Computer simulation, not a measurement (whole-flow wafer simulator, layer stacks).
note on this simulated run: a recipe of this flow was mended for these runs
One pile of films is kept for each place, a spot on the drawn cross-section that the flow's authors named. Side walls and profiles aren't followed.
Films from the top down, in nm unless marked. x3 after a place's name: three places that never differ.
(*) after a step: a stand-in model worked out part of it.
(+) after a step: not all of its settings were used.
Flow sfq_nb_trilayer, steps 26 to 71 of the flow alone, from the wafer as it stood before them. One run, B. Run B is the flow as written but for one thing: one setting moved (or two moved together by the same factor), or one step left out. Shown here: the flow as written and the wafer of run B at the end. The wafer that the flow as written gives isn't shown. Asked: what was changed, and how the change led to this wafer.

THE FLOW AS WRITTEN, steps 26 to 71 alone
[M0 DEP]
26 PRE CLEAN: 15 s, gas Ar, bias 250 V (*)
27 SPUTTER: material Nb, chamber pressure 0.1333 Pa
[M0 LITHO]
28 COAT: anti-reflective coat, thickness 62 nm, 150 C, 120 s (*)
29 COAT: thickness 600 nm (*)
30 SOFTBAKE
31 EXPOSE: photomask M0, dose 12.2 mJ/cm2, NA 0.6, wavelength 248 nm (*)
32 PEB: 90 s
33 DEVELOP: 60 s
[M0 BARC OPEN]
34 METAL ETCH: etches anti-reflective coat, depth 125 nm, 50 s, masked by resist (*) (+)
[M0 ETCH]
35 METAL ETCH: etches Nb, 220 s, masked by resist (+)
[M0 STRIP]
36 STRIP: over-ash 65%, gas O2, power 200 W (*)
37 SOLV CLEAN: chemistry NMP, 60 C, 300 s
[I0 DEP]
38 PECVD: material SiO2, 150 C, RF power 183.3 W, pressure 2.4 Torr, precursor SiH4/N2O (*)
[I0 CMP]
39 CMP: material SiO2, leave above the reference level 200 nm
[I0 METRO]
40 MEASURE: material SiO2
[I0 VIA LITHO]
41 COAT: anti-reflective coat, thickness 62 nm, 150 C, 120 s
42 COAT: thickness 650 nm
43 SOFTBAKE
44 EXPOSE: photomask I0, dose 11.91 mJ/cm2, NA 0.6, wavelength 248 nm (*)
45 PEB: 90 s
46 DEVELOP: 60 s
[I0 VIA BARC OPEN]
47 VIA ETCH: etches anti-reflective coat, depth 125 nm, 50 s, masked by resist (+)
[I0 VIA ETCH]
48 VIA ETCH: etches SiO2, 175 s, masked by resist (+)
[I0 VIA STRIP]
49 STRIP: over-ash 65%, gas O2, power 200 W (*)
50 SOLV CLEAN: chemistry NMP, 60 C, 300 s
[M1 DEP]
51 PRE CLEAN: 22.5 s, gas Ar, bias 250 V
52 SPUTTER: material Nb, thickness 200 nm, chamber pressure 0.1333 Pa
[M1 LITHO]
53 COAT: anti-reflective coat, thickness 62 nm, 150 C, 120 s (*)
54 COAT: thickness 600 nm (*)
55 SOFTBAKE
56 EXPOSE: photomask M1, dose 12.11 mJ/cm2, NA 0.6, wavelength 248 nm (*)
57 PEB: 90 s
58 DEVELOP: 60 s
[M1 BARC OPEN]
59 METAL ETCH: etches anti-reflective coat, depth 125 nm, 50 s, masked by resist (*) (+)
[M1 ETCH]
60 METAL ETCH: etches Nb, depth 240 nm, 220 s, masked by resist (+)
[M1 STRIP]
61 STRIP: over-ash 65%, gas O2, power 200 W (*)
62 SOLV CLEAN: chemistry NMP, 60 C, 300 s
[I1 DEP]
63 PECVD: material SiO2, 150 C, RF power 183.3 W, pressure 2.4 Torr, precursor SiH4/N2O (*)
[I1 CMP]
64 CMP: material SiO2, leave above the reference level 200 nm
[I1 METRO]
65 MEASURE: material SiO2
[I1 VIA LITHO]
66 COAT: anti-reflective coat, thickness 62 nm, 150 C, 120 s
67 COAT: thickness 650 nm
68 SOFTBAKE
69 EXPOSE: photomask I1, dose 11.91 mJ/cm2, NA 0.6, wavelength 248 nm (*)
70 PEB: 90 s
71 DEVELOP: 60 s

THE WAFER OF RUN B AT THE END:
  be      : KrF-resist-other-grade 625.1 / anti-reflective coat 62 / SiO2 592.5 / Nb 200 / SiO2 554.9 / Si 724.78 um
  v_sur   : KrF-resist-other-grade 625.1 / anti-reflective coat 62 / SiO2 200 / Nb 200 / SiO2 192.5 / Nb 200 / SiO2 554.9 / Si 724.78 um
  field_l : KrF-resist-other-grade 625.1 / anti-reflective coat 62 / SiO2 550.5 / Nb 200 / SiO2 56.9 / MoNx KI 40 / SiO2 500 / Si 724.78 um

The cause: step 26, PRE CLEAN: 9.19 s was run, where the flow has 15 s.

How the change led to this, step by step:
  26 PRE CLEAN: 15 s, gas Ar, bias 250 V (*)
      field_l, v_sur, via_wl and 102 more: SiO2 -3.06 (as written it would be: SiO2 -5)
      l0v: MoNx KI -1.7 (as written it would be: MoNx KI -2.91)
